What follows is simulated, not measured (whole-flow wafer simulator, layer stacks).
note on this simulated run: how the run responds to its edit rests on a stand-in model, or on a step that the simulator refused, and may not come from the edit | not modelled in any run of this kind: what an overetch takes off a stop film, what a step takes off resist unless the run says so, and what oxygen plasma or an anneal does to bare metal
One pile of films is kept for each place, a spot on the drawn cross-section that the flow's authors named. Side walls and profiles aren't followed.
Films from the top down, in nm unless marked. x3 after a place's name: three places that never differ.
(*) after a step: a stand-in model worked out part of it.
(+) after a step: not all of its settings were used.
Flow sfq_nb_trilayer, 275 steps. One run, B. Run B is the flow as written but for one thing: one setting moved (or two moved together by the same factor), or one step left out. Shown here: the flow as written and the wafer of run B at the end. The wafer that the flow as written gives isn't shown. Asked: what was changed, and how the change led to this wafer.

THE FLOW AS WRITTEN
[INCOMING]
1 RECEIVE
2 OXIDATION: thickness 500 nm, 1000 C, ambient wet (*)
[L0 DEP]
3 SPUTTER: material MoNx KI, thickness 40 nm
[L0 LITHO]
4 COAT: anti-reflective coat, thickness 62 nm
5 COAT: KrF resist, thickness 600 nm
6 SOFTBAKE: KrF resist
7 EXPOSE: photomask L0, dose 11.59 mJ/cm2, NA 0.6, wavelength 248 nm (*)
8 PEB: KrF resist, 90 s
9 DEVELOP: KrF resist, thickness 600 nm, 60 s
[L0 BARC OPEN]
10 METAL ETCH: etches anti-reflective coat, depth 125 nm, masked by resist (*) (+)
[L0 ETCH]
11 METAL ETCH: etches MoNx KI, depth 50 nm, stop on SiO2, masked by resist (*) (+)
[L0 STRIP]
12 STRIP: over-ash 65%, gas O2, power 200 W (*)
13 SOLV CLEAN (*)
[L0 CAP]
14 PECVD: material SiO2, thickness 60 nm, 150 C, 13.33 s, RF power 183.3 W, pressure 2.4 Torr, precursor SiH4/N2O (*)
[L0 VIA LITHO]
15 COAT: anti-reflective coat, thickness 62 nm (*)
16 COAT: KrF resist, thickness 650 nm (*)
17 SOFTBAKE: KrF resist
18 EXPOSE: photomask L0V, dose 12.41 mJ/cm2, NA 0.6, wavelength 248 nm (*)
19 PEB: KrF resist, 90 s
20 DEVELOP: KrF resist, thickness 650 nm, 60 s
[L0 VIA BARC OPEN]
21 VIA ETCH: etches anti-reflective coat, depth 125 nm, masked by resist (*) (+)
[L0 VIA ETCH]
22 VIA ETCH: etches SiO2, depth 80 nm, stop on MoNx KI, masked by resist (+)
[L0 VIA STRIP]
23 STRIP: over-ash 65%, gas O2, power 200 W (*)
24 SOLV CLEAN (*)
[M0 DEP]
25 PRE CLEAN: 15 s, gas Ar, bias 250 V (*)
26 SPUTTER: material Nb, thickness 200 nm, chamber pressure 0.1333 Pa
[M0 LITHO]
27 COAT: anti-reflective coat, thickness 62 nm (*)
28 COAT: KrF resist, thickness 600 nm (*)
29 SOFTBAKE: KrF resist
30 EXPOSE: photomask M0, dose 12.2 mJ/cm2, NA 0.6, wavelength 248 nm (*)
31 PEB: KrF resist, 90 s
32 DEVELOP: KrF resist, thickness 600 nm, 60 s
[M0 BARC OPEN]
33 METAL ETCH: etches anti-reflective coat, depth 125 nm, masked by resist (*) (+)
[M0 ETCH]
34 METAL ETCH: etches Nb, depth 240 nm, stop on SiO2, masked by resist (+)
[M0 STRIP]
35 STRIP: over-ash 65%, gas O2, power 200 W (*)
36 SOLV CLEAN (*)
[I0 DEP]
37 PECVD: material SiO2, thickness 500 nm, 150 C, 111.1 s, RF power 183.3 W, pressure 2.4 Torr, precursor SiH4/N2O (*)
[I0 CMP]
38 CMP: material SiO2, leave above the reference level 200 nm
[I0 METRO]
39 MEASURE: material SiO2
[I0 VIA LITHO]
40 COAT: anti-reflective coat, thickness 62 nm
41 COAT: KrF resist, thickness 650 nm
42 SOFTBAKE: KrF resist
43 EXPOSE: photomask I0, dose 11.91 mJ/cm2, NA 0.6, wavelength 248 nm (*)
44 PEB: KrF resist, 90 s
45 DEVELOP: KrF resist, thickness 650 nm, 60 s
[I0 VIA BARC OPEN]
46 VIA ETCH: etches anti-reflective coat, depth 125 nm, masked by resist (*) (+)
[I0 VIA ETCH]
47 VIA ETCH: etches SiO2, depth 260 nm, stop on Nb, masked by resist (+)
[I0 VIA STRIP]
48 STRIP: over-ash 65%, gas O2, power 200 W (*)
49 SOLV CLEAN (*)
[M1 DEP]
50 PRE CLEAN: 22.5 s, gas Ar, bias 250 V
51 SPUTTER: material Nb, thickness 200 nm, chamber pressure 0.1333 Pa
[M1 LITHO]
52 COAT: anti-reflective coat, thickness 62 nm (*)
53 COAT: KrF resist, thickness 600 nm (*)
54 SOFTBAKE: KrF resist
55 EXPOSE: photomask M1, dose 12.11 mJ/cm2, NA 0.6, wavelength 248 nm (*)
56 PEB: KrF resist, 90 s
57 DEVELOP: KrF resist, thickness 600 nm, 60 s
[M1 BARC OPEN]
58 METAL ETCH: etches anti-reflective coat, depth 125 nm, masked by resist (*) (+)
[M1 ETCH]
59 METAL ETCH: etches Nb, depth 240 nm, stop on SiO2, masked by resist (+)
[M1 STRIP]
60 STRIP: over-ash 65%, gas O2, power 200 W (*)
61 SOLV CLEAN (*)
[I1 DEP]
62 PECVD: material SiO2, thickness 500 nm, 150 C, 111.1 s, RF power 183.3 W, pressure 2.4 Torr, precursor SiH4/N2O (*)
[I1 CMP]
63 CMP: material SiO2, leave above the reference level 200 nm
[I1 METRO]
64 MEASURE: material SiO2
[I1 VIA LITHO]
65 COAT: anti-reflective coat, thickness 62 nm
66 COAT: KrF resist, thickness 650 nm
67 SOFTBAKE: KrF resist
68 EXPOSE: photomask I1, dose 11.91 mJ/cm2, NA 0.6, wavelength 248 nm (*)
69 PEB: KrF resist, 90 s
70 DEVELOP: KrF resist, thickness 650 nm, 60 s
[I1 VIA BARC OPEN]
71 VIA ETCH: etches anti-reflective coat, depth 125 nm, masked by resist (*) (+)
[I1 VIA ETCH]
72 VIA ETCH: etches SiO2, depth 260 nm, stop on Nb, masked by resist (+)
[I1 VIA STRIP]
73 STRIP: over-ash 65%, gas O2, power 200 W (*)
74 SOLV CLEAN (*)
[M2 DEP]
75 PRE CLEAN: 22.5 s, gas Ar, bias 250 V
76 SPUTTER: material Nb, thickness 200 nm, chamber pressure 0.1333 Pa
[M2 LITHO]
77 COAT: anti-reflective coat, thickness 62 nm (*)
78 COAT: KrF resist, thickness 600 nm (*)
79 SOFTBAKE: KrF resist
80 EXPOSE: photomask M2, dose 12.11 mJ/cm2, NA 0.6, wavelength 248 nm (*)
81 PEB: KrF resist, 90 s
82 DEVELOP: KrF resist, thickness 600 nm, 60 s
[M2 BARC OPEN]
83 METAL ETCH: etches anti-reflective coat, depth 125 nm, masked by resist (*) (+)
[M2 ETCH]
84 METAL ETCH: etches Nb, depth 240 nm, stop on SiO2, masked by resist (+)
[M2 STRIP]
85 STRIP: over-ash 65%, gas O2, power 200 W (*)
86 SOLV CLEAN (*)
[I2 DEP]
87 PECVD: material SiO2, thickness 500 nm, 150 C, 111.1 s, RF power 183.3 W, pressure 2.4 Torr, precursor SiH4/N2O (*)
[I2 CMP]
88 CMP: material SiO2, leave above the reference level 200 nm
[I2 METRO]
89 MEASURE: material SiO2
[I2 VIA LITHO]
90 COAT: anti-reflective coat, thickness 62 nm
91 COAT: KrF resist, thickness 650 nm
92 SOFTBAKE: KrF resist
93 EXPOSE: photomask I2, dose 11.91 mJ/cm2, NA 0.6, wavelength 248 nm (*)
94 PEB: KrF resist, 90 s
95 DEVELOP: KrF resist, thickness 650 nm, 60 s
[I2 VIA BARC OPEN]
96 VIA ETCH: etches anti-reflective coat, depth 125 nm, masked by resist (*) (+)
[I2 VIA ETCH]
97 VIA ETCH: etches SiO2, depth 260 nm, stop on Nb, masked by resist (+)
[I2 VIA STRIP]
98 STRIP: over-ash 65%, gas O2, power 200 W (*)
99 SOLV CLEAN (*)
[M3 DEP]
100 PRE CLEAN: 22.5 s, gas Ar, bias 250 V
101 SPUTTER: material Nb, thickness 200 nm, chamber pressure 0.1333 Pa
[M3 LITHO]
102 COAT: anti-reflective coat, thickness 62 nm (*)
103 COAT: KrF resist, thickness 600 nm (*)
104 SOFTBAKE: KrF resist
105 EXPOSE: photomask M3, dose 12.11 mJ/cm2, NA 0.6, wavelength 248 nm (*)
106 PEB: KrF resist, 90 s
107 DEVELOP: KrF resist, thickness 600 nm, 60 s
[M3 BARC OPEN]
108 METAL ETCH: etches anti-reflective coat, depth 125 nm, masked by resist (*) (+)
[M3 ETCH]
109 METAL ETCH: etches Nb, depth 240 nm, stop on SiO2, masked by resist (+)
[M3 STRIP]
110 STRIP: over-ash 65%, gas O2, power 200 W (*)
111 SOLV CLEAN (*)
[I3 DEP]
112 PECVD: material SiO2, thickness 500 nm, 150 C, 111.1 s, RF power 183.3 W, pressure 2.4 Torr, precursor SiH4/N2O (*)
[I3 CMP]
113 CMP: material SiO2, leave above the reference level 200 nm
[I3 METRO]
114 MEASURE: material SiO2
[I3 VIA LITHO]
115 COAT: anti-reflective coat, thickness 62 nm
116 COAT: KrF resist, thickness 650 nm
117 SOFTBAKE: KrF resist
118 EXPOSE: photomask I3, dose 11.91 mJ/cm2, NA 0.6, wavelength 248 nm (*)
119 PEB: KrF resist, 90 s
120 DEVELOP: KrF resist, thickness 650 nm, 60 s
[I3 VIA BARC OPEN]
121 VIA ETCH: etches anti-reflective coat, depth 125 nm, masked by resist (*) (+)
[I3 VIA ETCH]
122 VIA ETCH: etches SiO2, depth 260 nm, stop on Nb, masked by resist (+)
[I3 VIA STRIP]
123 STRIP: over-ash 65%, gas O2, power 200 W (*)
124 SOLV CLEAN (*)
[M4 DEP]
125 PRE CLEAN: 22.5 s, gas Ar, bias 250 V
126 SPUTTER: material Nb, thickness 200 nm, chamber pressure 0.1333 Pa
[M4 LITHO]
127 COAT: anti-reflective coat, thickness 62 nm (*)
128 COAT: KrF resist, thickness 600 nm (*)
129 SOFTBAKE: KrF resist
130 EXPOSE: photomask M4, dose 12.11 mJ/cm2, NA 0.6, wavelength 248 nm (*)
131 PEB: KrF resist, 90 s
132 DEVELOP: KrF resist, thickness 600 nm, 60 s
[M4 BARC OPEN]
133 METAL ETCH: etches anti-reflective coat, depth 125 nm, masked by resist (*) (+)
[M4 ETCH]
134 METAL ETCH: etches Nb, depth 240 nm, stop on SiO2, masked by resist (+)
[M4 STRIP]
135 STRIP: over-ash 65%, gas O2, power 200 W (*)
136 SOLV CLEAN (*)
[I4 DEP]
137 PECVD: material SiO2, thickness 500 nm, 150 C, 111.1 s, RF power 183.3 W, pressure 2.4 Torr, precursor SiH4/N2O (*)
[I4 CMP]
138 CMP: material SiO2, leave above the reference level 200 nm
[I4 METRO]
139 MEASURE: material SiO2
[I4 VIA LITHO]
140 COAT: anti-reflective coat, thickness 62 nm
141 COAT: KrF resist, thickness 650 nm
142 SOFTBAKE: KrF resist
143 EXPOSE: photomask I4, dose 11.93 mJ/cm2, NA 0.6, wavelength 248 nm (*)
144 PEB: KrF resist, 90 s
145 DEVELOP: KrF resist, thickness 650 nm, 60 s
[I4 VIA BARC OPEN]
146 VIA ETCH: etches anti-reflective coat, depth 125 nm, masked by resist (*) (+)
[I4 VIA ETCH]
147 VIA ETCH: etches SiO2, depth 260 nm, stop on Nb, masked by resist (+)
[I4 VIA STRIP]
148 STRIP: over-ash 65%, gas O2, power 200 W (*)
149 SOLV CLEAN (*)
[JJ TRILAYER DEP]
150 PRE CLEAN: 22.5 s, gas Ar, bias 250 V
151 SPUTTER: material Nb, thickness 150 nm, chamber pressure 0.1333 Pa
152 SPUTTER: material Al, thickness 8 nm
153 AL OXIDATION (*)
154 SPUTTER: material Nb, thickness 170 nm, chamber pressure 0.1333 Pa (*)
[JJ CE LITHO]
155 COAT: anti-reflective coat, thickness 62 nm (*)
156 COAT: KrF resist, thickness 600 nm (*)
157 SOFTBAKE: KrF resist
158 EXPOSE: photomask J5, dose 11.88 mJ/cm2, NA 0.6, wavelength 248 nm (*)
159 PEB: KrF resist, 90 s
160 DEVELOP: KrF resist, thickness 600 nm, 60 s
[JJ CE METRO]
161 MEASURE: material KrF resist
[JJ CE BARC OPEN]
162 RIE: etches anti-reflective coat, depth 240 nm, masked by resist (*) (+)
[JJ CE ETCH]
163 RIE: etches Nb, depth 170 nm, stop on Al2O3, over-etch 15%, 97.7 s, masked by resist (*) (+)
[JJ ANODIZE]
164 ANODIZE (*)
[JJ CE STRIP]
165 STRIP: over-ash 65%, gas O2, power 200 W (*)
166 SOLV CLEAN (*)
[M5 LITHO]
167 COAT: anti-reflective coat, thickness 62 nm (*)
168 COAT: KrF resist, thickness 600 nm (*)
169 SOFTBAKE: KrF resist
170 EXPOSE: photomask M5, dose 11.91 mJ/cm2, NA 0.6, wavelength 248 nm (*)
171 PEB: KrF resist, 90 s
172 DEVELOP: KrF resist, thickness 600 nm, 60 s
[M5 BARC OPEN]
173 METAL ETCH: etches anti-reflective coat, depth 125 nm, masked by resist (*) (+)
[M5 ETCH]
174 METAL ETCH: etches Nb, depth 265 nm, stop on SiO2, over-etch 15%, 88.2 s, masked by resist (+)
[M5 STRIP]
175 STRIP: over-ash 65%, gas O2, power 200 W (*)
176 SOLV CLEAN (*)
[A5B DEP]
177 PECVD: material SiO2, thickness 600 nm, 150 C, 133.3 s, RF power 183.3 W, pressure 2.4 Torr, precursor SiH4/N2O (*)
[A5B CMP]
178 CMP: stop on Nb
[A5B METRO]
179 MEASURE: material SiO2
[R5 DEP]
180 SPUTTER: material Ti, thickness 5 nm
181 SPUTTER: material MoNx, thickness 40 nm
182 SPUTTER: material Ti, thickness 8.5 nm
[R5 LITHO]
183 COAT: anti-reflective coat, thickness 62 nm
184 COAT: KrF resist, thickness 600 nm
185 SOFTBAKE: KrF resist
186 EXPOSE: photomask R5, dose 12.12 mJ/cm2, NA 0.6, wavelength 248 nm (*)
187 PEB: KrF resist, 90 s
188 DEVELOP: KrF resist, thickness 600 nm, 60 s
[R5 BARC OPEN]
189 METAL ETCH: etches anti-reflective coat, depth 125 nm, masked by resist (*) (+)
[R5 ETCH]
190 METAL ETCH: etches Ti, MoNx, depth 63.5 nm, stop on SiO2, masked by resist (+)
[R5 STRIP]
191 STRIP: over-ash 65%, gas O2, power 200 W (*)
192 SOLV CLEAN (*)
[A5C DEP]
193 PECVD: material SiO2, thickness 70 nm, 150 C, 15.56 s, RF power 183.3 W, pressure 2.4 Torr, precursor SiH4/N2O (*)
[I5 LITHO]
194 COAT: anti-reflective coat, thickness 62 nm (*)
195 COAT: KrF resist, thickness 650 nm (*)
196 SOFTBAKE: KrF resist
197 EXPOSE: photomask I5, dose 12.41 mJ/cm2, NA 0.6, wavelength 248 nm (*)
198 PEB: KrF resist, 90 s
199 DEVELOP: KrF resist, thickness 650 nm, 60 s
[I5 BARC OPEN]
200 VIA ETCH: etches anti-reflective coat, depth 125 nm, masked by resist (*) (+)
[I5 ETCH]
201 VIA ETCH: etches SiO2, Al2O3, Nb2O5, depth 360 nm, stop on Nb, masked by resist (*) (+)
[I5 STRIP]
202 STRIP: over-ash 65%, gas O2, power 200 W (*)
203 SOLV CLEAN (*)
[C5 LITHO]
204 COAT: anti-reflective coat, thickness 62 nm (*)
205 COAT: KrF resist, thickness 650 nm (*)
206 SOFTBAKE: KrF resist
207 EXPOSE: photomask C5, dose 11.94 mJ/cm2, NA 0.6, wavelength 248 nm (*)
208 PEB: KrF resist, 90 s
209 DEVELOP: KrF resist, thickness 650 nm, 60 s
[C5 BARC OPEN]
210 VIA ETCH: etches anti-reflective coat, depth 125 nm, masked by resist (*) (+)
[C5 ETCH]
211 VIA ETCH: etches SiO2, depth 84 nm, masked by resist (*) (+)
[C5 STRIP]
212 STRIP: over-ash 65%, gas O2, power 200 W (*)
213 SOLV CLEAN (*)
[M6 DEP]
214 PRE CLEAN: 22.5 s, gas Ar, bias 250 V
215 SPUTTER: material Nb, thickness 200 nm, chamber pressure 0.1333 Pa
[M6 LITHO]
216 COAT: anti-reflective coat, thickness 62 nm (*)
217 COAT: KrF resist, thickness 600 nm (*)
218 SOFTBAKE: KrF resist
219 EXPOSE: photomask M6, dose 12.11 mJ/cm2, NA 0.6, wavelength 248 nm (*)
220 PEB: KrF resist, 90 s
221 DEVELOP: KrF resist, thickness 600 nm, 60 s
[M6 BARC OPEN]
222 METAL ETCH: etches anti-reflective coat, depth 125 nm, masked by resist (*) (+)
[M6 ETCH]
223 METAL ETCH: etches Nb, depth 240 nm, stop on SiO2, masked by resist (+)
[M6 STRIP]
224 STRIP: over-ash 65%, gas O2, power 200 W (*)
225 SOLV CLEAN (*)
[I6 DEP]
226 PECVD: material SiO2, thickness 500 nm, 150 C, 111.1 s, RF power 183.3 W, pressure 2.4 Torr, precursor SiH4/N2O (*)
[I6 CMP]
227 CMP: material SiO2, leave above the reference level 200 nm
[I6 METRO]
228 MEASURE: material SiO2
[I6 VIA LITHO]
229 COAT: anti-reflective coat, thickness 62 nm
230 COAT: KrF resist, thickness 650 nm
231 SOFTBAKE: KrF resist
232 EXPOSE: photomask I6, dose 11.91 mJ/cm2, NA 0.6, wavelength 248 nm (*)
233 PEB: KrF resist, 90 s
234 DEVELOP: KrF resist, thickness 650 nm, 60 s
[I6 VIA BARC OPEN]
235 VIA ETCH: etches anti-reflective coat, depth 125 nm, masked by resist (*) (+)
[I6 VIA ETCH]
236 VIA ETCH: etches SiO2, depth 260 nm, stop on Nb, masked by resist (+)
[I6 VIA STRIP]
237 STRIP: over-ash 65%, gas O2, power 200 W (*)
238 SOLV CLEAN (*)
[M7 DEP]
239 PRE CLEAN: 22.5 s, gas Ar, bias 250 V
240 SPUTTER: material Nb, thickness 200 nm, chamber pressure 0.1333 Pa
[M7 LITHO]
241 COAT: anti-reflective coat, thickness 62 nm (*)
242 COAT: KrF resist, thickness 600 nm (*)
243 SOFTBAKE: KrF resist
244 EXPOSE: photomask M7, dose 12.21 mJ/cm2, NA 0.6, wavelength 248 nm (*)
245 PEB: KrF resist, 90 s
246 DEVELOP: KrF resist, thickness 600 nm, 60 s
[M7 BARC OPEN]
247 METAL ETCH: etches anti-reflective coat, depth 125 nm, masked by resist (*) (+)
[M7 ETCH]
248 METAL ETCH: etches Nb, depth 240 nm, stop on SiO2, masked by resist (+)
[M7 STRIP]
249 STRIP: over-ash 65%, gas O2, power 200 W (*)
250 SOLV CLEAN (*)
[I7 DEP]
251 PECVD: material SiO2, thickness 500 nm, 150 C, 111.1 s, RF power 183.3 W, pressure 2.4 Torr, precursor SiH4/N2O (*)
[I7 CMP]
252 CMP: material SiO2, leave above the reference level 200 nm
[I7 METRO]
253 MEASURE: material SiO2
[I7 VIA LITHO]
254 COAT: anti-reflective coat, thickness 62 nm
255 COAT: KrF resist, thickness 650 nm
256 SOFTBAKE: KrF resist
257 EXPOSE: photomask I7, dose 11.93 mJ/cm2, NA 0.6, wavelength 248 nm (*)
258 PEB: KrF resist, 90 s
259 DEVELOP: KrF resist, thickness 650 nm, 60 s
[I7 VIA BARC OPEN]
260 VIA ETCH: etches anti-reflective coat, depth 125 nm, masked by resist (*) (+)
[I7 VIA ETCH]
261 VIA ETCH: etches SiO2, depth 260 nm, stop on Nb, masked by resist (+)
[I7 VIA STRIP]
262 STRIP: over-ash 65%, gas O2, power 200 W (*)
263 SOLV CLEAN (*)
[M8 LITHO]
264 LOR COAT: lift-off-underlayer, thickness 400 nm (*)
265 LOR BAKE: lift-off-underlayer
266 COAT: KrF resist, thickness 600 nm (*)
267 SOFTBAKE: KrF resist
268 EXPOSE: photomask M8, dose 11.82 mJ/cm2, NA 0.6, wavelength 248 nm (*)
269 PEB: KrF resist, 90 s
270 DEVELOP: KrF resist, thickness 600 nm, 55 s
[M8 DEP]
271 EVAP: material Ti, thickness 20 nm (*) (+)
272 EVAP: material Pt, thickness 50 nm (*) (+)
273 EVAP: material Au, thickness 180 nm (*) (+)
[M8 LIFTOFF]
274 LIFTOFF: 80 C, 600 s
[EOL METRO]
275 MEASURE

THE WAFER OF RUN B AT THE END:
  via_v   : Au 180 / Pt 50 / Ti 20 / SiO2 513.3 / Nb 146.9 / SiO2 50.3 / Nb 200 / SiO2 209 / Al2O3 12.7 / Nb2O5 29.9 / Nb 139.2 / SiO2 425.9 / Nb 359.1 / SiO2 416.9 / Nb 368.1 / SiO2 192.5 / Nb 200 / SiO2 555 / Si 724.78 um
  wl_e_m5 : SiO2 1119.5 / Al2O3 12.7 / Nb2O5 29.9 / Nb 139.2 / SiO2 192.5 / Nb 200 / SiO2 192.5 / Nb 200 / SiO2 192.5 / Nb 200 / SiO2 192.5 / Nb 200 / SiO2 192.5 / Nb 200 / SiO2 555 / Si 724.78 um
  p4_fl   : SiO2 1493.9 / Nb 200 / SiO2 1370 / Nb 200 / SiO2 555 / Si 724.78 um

The cause: step 227, CMP: leave above the reference level 318 nm was run, where the flow has leave above the reference level 200 nm.

How the change led to this, step by step:
  227 CMP: material SiO2, leave above the reference level 200 nm
      field_l, p4_fl, p4_fm and 59 more: nothing (as written it would be: SiO2 -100)
      moat, field_r, lsp_l, ln_m5, lsp_m: nothing (as written it would be: SiO2 -93.6)
      (and at 39 more places)
  229 COAT: anti-reflective coat, thickness 62 nm
      m0r_space_l, m0r_space_r, m7r_space_l, m7r_space_r: anti-reflective coat +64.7 (new film) (as written it would be: anti-reflective coat +62 (new film))
      wl_c_sr, wl_f_sl, wl_f_sr: anti-reflective coat +64.6 (new film) (as written it would be: anti-reflective coat +62 (new film))
      (and at 25 more places)
  236 VIA ETCH: etches SiO2, depth 260 nm, stop on Nb, masked by resist (+)
      via_v: SiO2 -260 (as written it would be: SiO2 -199.8 (all of it))
  237 STRIP: over-ash 65%, gas O2, power 200 W (*)
      m0r_space_l, m0r_space_r, m7r_space_l, m7r_space_r: KrF resist -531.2 (all of it), anti-reflective coat -64.7 (all of it) (as written it would be: KrF resist -528.6 (all of it), anti-reflective coat -62 (all of it))
      wl_c_sr, wl_f_sl: KrF resist -530.8 (all of it), anti-reflective coat -64.6 (all of it) (as written it would be: KrF resist -528.6 (all of it), anti-reflective coat -62 (all of it))
      (and at 26 more places)
  239 PRE CLEAN: 22.5 s, gas Ar, bias 250 V
      via_v: SiO2 -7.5 (as written it would be: Nb -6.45)
  240 SPUTTER: material Nb, thickness 200 nm, chamber pressure 0.1333 Pa
      via_v: Nb +146.9 (new film) (as written it would be: Nb +161.1)
  241 COAT: anti-reflective coat, thickness 62 nm (*)
      wl_c_sl, wl_c_sr, wl_f_sl, wl_f_sr, m0r_space_r, m7r_space_r: anti-reflective coat +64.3 (new film) (as written it would be: anti-reflective coat +62 (new film))
      ce_r, sp_r: anti-reflective coat +60.3 (new film) (as written it would be: anti-reflective coat +61.6 (new film))
      (and at 38 more places)
  242 COAT: KrF resist, thickness 600 nm (*)
      via_v: KrF resist +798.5 (new film) (as written it would be: KrF resist +742.5 (new film))
  247 METAL ETCH: etches anti-reflective coat, depth 125 nm, masked by resist (*) (+)
      wl_c_sl, wl_c_sr, m0r_space_r, m7r_space_r: anti-reflective coat -64.3 (all of it) (as written it would be: anti-reflective coat -62 (all of it))
      m0r_space_l, m7r_space_l: anti-reflective coat -64.4 (all of it) (as written it would be: anti-reflective coat -62 (all of it))
      (and at 12 more places)
  249 STRIP: over-ash 65%, gas O2, power 200 W (*)
      v_sur: KrF resist -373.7 (all of it), anti-reflective coat -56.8 (all of it) (as written it would be: KrF resist -379.9 (all of it), anti-reflective coat -61.4 (all of it))
      via_wl: KrF resist -371.4 (all of it), anti-reflective coat -59.5 (all of it) (as written it would be: KrF resist -379.3 (all of it), anti-reflective coat -61.3 (all of it))
      (and at 27 more places)
  251 PECVD: material SiO2, thickness 500 nm, 150 C, 111.1 s, RF power 183.3 W, pressure 2.4 Torr, precursor SiH4/N2O (*)
      via_v: SiO2 +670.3 (new film) (as written it would be: SiO2 +621 (new film))
  252 CMP: material SiO2, leave above the reference level 200 nm
      field_l, p4_fl, p4_fm and 46 more: SiO2 -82 (as written it would be: SiO2 -100)
      wl_a_sr, wl_b_sl, wl_b_m5 and 8 more: SiO2 -282 (as written it would be: SiO2 -300)
      (and at 11 more places)
Counting metal films that touch as one body, via_v has 7 bodies (between them, from the top down: SiO2 513.3; SiO2 50.3; SiO2 209 / Al2O3 12.7 / Nb2O5 29.9; SiO2 425.9; SiO2 416.9; SiO2 192.5); the flow as written gives 6 bodies (between them, from the top down: SiO2 437.8; SiO2 209 / Al2O3 12.7 / Nb2O5 29.9; SiO2 425.9; SiO2 416.9; SiO2 192.5).
